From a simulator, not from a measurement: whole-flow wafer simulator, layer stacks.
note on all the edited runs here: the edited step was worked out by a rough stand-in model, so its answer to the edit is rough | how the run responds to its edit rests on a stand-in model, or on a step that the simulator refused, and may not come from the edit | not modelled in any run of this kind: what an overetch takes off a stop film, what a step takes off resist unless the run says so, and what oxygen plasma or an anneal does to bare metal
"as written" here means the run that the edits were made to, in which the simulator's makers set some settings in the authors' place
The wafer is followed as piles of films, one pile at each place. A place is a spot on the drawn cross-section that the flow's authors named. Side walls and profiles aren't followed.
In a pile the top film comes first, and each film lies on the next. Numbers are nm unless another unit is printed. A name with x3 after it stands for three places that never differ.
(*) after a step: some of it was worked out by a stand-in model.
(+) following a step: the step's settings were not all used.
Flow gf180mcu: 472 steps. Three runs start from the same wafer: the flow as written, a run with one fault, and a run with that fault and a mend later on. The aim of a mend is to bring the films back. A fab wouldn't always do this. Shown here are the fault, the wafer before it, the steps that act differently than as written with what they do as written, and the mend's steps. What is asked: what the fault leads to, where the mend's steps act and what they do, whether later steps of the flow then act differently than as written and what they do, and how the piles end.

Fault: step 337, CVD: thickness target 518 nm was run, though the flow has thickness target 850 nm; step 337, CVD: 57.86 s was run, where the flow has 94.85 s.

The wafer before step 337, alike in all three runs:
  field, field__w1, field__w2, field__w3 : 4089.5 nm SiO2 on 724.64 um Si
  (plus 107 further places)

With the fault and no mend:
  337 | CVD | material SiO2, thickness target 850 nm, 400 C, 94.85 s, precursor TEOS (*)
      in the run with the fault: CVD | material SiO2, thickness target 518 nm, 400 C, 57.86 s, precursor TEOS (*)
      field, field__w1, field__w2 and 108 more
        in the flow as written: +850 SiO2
        in the run with the fault: +525.6 SiO2
  Later steps of the flow acting differently than as written (not shown: 7 more steps that differ only slightly, by at most 2% or 0.5 nm, whichever is larger):
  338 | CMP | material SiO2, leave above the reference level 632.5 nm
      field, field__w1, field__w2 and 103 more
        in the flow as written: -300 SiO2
        in the run with the fault: nothing
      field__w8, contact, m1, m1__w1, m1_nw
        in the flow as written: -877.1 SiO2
        in the run with the fault: -552.7 SiO2
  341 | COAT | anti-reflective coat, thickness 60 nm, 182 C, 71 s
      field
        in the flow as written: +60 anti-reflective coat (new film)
        in the run with the fault: +69.5 anti-reflective coat (new film)
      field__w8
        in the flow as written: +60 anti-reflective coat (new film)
        in the run with the fault: +46 anti-reflective coat (new film)
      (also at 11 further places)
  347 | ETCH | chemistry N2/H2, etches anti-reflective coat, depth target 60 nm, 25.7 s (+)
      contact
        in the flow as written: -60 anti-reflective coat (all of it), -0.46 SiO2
        in the run with the fault: -45.9 anti-reflective coat (all of it), -0.82 SiO2
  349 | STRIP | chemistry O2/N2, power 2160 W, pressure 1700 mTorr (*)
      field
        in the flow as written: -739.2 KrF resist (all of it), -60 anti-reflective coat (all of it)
        in the run with the fault: -734.2 KrF resist (all of it), -69.5 anti-reflective coat (all of it)
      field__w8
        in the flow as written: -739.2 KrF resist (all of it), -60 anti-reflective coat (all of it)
        in the run with the fault: -736.9 KrF resist (all of it), -46 anti-reflective coat (all of it)
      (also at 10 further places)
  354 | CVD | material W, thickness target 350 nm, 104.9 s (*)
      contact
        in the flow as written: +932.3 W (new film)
        in the run with the fault: +907.7 W (new film)
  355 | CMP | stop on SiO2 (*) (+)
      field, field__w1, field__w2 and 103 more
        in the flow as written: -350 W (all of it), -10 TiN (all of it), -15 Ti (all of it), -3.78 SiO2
        in the run with the fault: -350 W (all of it), -10 TiN (all of it), -10.6 Ti
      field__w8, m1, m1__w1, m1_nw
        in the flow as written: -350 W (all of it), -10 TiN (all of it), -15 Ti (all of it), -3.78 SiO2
        in the run with the fault: -350 W (all of it), -10 TiN (all of it), -15 Ti (all of it), -20 SiO2
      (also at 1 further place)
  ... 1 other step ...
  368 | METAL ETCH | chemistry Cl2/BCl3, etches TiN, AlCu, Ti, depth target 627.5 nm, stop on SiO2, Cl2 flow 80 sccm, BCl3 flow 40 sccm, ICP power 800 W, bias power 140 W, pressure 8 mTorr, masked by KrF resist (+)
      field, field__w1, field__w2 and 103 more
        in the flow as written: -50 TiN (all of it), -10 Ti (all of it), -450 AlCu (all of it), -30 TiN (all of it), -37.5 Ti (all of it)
        in the run with the fault: -50 TiN (all of it), -10 Ti (all of it), -450 AlCu (all of it), -30 TiN (all of it), -41.9 Ti (all of it)
  At field__w8, contact, m1, m1__w1, m1_nw, the piles at the end differ from the flow's by more than 2% or 0.5 nm, whichever is larger.
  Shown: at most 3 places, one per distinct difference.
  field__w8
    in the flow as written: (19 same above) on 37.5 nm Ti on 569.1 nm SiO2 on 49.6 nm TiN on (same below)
    in the run with the fault: (19 same above) on 37.5 nm Ti on 552.9 nm SiO2 on 49.6 nm TiN on (same below)
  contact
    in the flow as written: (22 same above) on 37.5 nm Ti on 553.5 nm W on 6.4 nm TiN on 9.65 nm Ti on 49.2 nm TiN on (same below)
    in the run with the fault: (22 same above) on 37.5 nm Ti on 537.1 nm W on 6.5 nm TiN on 9.79 nm Ti on 49.2 nm TiN on (same below)

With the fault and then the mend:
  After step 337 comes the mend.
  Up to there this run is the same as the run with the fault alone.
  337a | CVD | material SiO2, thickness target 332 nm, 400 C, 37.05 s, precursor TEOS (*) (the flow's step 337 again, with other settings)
      field, field__w1, field__w2 and 108 more
        +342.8 SiO2
  Later steps of the flow acting differently than as written:
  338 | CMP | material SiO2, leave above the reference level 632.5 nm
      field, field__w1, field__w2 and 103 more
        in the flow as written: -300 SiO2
        in the run with the mend: -318.4 SiO2
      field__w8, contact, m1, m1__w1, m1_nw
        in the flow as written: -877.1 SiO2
        in the run with the mend: -895.5 SiO2
  By the end, the piles equal the flow's at every place that both follow.
